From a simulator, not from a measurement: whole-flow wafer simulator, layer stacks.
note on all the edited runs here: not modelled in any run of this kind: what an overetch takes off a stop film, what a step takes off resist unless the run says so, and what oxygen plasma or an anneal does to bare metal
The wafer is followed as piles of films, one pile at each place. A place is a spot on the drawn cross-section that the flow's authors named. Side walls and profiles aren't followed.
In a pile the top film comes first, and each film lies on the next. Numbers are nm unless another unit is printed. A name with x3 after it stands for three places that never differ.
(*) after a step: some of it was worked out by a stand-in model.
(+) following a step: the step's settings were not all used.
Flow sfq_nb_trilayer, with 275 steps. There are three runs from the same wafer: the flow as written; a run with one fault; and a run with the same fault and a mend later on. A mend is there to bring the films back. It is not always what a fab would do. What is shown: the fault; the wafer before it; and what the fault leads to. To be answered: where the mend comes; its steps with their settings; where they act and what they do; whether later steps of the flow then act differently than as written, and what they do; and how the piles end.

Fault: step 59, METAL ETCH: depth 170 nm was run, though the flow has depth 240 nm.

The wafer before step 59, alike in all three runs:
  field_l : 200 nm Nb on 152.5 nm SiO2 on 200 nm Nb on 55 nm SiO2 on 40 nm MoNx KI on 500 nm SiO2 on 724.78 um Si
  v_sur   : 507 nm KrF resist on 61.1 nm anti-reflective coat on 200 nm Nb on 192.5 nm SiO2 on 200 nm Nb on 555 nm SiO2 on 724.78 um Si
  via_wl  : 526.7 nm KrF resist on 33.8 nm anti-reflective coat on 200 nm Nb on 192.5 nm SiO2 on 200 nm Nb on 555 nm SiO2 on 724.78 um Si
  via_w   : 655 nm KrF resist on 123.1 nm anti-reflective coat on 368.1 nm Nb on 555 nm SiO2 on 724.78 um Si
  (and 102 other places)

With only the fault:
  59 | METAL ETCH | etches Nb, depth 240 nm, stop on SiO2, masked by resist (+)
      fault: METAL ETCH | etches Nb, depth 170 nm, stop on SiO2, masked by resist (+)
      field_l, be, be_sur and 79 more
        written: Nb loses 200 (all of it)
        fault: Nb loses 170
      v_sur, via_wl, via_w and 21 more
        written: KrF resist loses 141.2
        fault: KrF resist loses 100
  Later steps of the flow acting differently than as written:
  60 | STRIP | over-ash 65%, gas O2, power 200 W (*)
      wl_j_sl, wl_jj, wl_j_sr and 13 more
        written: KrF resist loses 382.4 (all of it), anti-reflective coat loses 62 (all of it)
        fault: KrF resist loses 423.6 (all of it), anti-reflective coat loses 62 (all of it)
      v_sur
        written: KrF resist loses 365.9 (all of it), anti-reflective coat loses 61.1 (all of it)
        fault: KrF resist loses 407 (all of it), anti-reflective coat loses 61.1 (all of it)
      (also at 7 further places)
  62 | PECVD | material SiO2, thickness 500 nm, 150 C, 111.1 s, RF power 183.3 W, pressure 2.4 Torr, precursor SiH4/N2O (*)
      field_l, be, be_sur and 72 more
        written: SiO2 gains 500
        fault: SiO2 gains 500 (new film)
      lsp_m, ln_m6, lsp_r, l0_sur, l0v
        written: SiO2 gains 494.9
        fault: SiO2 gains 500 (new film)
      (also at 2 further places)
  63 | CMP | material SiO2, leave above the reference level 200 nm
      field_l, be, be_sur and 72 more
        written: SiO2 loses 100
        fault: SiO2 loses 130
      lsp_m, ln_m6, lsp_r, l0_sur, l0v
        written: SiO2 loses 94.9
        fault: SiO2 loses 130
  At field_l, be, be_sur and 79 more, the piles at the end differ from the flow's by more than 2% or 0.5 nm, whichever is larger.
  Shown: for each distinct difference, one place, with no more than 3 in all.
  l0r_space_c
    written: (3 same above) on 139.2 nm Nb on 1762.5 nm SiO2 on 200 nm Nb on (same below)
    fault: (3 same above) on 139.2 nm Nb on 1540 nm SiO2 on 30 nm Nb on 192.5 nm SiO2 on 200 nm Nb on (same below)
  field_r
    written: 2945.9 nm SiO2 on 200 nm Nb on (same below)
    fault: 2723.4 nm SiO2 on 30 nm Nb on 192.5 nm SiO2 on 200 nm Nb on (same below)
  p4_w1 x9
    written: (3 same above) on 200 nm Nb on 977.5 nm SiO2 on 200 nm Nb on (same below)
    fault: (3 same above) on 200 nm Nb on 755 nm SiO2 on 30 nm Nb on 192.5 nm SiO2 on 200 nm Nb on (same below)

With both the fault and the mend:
  The mend follows step 59.
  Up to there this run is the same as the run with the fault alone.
  59a | METAL ETCH | etches Nb, depth 70 nm, stop on SiO2, masked by resist (+) (the flow's step 59, run once more with other settings)
      field_l, be, be_sur and 79 more
        Nb loses 30 (all of it)
      v_sur, via_wl, via_w and 21 more
        KrF resist loses 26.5
  Later steps of the flow acting differently than as written:
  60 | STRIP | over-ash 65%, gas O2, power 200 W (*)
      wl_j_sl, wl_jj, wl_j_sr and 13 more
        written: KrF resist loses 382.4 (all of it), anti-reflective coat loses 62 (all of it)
        mend: KrF resist loses 397.1 (all of it), anti-reflective coat loses 62 (all of it)
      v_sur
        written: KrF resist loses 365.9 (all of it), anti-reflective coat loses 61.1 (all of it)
        mend: KrF resist loses 380.6 (all of it), anti-reflective coat loses 61.1 (all of it)
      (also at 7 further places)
  The piles end the same as the flow's at every place that both follow.
